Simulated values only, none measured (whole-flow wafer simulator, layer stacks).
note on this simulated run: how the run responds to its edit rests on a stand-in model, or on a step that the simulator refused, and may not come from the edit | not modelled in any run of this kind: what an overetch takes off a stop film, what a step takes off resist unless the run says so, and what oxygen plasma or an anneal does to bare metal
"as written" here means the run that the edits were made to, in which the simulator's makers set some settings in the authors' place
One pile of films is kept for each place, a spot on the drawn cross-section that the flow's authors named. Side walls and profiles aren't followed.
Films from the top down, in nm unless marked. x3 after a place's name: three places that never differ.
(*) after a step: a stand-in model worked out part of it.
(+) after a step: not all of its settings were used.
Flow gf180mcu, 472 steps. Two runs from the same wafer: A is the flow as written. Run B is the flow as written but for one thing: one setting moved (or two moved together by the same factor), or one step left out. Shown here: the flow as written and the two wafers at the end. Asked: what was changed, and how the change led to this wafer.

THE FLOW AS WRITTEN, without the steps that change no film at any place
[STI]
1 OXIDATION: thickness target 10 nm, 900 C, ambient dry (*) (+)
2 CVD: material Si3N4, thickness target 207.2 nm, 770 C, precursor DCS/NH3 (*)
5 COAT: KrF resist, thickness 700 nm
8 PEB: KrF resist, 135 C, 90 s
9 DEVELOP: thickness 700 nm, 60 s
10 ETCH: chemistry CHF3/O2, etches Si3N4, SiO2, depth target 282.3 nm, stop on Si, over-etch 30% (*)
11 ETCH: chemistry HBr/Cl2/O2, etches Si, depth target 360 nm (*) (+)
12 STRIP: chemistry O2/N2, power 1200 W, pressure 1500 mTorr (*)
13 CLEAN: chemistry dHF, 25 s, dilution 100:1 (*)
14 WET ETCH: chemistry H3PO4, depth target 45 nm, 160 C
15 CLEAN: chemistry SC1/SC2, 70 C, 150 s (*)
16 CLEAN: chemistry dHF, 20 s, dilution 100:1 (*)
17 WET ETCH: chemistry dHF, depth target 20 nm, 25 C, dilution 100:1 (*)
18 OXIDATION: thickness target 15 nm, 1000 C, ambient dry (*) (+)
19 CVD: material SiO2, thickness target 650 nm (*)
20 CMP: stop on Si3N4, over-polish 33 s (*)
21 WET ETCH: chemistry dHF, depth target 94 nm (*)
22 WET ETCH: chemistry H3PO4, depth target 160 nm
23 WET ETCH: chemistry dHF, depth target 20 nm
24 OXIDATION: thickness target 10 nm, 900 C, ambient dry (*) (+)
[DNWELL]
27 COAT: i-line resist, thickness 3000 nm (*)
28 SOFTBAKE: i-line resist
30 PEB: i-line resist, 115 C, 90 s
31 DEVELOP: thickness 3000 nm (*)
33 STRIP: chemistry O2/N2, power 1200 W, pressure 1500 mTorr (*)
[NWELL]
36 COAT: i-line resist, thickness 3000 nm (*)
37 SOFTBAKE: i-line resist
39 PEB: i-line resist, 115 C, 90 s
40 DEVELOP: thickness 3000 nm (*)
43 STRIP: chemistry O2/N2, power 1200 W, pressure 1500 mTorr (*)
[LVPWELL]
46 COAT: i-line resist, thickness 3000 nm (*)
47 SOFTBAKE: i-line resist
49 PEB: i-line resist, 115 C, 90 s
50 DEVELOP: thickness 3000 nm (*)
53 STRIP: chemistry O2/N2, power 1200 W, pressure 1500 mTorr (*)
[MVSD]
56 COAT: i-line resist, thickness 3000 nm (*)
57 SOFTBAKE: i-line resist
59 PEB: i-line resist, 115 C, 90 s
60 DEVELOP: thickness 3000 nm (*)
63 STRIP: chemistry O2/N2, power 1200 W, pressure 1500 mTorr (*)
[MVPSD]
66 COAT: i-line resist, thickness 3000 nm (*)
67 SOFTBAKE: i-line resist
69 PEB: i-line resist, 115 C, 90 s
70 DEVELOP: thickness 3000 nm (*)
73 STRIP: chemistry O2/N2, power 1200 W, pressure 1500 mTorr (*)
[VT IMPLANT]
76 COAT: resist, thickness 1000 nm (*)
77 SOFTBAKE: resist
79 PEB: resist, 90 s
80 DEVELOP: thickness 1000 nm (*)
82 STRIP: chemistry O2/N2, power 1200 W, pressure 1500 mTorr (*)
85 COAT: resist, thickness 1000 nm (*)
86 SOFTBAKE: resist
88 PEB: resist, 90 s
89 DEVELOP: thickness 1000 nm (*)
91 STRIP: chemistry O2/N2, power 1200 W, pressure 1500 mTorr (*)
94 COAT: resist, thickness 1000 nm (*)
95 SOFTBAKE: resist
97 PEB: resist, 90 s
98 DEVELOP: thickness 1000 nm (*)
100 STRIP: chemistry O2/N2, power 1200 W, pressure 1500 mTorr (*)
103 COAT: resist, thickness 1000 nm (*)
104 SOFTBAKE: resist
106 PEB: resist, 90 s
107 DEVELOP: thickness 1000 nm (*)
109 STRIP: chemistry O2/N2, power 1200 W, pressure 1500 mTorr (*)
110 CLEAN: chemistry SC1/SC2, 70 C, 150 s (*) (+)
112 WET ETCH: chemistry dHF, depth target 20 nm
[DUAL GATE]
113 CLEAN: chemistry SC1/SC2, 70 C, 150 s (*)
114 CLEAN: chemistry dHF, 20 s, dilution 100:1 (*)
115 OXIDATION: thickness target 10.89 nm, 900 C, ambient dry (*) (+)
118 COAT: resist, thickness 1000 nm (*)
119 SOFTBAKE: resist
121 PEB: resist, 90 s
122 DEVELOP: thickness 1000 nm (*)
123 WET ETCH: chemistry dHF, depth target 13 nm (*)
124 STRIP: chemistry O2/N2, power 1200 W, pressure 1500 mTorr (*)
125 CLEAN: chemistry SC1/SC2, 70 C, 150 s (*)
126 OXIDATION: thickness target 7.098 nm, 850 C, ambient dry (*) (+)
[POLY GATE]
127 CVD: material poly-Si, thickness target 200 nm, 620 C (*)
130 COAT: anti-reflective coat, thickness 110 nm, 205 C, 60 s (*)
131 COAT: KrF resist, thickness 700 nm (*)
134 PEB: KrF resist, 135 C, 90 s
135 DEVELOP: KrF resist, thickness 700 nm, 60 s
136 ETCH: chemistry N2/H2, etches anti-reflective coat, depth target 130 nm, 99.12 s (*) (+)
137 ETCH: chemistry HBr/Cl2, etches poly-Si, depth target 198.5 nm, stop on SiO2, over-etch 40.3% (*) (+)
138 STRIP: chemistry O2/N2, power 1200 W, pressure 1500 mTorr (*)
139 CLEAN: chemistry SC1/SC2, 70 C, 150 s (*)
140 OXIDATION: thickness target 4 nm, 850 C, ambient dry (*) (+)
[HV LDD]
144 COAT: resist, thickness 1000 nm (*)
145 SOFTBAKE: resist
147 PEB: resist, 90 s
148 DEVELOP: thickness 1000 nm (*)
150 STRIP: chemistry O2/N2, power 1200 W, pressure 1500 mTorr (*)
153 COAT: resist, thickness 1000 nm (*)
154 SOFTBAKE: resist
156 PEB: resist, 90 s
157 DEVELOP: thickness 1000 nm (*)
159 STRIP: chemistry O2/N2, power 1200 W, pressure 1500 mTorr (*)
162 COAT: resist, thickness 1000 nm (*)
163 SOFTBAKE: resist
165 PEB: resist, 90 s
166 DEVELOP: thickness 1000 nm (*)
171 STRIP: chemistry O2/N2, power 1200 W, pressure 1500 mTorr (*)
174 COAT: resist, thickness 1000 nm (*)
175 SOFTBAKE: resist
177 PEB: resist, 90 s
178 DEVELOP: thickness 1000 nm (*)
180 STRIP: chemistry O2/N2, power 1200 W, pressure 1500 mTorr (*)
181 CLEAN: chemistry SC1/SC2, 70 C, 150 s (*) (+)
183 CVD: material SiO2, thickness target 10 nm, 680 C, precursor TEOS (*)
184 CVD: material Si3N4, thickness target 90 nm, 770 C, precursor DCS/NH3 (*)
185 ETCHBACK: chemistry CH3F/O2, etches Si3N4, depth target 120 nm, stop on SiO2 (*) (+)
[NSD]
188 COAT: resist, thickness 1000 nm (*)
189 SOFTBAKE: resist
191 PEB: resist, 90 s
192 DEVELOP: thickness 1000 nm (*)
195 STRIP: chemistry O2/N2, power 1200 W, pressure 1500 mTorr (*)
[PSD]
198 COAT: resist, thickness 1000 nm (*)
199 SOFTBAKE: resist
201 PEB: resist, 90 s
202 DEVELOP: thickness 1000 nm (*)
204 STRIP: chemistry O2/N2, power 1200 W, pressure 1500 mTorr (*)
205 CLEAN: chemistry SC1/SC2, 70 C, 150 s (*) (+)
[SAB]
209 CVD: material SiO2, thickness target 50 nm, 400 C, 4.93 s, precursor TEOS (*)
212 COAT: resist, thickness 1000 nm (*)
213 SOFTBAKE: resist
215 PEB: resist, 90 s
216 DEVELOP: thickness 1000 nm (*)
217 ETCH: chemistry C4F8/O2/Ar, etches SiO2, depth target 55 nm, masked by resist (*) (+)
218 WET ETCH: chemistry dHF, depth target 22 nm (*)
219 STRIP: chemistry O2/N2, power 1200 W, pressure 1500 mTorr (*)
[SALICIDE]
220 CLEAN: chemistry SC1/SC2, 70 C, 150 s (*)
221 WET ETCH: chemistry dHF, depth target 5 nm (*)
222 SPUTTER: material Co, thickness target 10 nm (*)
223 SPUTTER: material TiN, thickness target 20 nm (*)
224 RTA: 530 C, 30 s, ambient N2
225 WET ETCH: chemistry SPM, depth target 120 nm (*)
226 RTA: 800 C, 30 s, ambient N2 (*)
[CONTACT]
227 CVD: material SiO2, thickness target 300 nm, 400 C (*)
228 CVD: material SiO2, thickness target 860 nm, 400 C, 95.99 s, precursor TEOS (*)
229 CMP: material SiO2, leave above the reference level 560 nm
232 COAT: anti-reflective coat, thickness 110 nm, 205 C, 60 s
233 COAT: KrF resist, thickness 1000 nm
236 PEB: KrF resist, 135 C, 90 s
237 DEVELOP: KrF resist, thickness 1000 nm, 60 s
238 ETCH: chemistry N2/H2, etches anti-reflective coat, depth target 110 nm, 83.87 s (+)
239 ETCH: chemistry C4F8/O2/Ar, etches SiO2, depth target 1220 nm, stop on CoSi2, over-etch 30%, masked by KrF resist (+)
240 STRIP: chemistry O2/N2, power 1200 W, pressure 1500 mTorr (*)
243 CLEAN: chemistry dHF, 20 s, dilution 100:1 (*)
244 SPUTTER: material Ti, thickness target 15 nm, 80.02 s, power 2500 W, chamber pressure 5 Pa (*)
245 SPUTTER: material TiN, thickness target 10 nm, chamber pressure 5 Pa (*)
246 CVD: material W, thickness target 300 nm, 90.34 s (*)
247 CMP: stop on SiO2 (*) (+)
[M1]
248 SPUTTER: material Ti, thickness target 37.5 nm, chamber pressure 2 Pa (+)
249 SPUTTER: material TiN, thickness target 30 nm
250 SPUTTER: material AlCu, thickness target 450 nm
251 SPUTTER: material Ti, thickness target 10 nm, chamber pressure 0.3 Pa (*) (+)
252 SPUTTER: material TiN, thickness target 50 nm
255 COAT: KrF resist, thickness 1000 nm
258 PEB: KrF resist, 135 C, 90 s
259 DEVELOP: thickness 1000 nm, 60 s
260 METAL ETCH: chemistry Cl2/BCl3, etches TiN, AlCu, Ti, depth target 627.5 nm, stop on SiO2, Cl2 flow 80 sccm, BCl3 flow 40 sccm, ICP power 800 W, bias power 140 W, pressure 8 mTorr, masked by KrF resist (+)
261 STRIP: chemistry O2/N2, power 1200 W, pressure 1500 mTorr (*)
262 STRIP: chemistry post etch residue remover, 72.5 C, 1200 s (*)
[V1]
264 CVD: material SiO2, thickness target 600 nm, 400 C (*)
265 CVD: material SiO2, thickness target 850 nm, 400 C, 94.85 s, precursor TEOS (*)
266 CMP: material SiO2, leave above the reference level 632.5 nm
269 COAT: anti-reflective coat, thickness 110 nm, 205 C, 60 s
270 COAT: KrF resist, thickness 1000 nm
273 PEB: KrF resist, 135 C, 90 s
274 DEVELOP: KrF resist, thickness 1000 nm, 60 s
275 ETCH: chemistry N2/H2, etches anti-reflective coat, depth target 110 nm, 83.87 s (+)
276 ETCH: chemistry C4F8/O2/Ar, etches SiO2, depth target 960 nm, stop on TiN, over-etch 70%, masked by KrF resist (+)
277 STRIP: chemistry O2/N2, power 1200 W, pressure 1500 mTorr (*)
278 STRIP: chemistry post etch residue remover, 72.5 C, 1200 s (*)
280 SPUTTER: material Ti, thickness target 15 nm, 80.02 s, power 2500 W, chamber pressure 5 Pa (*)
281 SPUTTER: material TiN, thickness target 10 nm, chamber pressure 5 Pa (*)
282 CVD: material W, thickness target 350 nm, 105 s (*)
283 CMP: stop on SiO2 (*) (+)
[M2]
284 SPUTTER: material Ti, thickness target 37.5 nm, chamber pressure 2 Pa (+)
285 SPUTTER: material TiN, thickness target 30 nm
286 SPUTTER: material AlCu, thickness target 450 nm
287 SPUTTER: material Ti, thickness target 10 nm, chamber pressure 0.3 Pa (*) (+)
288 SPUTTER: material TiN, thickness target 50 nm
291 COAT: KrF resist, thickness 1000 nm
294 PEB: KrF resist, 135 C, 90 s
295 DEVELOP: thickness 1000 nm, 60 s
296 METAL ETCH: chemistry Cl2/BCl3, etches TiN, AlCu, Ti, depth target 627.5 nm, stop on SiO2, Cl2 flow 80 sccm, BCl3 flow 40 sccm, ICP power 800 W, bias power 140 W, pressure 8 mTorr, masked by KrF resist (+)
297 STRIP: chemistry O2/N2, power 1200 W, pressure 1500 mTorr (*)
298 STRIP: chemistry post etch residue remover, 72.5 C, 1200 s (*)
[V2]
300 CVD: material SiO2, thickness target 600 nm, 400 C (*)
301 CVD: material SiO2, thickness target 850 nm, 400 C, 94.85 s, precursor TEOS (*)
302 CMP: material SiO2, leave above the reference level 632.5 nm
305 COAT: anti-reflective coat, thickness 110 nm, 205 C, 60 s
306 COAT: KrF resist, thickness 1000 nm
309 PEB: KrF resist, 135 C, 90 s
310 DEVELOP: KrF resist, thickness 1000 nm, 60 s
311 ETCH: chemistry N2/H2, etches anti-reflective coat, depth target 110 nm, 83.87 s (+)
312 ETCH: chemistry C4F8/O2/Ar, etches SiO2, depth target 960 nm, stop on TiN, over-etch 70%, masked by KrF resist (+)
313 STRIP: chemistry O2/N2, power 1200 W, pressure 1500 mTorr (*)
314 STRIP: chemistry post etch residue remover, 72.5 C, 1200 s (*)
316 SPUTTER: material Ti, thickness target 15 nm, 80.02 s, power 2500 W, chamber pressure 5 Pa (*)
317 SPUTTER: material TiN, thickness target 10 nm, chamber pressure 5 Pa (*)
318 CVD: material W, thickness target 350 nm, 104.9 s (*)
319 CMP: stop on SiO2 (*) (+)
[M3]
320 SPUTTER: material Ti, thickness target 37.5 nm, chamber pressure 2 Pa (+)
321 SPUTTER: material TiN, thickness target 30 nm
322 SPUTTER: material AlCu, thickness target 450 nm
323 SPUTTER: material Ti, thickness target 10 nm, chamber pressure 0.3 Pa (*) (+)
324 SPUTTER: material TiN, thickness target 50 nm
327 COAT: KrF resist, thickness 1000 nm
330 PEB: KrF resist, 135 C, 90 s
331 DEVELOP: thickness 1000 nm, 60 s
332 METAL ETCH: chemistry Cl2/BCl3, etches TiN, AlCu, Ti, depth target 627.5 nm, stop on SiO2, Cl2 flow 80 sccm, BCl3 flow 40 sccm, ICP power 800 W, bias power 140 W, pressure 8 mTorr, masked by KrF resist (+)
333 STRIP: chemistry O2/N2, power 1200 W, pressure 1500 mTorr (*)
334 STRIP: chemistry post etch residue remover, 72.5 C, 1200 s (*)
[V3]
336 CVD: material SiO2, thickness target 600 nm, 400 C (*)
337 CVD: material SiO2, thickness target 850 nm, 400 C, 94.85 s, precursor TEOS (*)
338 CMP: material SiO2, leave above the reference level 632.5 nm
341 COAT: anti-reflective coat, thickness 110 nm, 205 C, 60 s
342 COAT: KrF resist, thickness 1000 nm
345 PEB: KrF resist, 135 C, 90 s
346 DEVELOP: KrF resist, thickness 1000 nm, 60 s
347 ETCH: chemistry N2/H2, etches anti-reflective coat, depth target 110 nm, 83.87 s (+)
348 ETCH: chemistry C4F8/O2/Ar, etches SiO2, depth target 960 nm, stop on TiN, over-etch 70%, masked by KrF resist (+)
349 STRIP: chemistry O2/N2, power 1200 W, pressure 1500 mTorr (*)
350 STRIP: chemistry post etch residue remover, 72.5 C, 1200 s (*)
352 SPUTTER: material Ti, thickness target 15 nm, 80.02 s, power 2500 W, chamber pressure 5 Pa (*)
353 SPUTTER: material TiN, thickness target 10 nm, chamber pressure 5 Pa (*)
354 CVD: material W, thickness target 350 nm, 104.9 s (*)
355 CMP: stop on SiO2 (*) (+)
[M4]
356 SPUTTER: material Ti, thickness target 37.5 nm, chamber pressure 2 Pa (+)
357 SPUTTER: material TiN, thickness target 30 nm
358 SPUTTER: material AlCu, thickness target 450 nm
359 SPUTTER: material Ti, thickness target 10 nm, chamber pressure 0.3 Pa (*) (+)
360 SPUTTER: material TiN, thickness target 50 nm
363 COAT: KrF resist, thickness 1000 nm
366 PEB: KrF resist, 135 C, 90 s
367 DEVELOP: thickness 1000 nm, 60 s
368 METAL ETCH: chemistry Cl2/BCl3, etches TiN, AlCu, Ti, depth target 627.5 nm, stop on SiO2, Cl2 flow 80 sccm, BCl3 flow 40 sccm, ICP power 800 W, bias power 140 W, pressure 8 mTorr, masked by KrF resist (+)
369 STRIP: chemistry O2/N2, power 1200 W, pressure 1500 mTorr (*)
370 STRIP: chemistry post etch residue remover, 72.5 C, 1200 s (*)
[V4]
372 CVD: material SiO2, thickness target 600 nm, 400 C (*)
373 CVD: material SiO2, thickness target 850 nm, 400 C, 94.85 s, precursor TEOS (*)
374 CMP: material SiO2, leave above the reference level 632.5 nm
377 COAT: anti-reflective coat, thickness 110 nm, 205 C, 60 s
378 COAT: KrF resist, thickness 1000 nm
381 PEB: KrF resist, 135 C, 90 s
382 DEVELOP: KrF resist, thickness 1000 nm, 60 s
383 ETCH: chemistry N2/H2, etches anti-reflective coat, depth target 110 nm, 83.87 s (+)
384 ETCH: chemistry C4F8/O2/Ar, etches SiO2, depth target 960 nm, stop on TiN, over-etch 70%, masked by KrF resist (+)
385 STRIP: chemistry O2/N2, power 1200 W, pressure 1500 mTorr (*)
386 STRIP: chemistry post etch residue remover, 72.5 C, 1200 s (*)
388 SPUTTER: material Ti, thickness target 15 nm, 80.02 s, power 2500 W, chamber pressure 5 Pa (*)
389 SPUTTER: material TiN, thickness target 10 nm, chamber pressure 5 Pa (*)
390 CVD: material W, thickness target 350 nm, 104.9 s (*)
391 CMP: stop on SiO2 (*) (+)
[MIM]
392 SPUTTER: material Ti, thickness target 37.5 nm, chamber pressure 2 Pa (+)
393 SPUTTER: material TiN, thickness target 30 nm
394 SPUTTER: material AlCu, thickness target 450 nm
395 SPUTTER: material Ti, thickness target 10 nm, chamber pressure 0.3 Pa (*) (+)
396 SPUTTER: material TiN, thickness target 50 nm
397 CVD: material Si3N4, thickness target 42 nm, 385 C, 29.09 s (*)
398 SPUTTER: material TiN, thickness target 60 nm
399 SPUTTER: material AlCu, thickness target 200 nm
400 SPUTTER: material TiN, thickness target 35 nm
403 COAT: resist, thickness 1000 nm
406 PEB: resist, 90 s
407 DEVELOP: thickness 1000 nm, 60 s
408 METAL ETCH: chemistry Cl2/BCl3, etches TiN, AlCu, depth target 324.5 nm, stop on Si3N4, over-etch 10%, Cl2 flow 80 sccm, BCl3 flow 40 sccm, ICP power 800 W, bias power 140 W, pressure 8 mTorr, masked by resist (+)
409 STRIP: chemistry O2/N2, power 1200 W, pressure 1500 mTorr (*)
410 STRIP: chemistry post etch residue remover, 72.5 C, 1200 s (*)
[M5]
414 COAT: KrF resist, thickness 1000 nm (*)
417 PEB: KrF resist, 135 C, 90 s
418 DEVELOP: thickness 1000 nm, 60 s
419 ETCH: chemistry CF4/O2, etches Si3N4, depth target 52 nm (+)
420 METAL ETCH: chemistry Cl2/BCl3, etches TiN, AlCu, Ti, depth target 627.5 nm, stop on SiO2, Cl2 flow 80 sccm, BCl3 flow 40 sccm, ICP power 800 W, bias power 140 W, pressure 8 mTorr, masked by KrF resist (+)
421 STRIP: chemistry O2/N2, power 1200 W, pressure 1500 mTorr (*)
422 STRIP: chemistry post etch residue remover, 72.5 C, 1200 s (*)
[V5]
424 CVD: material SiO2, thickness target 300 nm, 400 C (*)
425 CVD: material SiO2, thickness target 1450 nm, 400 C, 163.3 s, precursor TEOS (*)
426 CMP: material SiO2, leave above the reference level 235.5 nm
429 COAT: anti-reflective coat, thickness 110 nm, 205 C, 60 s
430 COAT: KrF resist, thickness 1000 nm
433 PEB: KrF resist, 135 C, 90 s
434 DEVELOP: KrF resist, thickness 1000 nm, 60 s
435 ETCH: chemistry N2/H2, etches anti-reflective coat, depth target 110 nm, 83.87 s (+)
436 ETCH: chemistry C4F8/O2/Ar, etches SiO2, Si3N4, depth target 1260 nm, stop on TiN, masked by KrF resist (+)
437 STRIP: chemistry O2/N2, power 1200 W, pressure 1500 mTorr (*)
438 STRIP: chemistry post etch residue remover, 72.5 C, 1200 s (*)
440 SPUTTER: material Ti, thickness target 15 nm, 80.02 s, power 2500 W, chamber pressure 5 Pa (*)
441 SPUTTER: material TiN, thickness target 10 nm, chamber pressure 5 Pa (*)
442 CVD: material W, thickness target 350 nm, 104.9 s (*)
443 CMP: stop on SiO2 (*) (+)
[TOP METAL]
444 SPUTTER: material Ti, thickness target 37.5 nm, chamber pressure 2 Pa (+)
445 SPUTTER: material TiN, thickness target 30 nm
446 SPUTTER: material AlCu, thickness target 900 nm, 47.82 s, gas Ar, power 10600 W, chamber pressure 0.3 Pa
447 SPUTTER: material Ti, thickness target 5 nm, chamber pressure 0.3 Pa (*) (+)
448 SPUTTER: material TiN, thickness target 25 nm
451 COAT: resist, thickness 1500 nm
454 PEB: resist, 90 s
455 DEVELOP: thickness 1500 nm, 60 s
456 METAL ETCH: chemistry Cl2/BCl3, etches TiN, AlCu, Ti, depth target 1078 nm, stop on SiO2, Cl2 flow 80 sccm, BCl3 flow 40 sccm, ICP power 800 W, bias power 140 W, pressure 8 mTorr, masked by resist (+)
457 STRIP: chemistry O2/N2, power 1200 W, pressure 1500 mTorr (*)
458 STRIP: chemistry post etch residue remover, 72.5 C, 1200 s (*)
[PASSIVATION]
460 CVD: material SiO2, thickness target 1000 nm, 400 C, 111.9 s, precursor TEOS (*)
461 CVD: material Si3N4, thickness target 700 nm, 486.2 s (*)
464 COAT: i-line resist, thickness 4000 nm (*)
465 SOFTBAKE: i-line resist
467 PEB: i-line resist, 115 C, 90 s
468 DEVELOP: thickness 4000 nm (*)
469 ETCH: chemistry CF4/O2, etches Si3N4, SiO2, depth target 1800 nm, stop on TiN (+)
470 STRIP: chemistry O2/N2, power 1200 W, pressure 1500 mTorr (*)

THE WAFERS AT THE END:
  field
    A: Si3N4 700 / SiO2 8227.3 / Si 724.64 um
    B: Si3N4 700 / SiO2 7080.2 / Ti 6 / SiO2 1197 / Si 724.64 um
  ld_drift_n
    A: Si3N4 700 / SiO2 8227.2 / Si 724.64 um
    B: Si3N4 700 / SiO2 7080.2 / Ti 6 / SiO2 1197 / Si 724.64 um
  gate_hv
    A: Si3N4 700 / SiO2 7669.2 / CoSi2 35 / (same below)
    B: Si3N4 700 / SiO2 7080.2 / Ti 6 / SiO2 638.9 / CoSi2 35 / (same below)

The cause: step 250, SPUTTER: thickness target 506 nm was run, where the flow has thickness target 450 nm.

How the change led to this, step by step:
  250 SPUTTER: material AlCu, thickness target 450 nm
      field, field__w1, field__w2 and 108 more: A AlCu +450 (new film) | B AlCu +506 (new film)
  260 METAL ETCH: chemistry Cl2/BCl3, etches TiN, AlCu, Ti, depth target 627.5 nm, stop on SiO2, Cl2 flow 80 sccm, BCl3 flow 40 sccm, ICP power 800 W, bias power 140 W, pressure 8 mTorr, masked by KrF resist (+)
      field, field__w1, field__w2 and 99 more: A TiN -50 (all of it), Ti -10 (all of it), AlCu -450 (all of it), TiN -30 (all of it), Ti -37.5 (all of it) | B TiN -50 (all of it), Ti -10 (all of it), AlCu -506 (all of it), TiN -30 (all of it), Ti -31.5
  264 CVD: material SiO2, thickness target 600 nm, 400 C (*)
      field, field__w1, field__w2 and 99 more: A SiO2 +600 | B SiO2 +600 (new film)
  266 CMP: material SiO2, leave above the reference level 632.5 nm
      field, field__w1, field__w2 and 99 more: A SiO2 -300 | B SiO2 -250
Counting metal films that touch as one body, field has 1 body; the flow as written gives 0 bodies.
Counting metal films that touch as one body, ld_drift_n has 1 body; the flow as written gives 0 bodies.
Counting metal films that touch as one body, gate_hv has 2 bodies (between them, from the top down: SiO2 638.9); the flow as written gives 1 body.
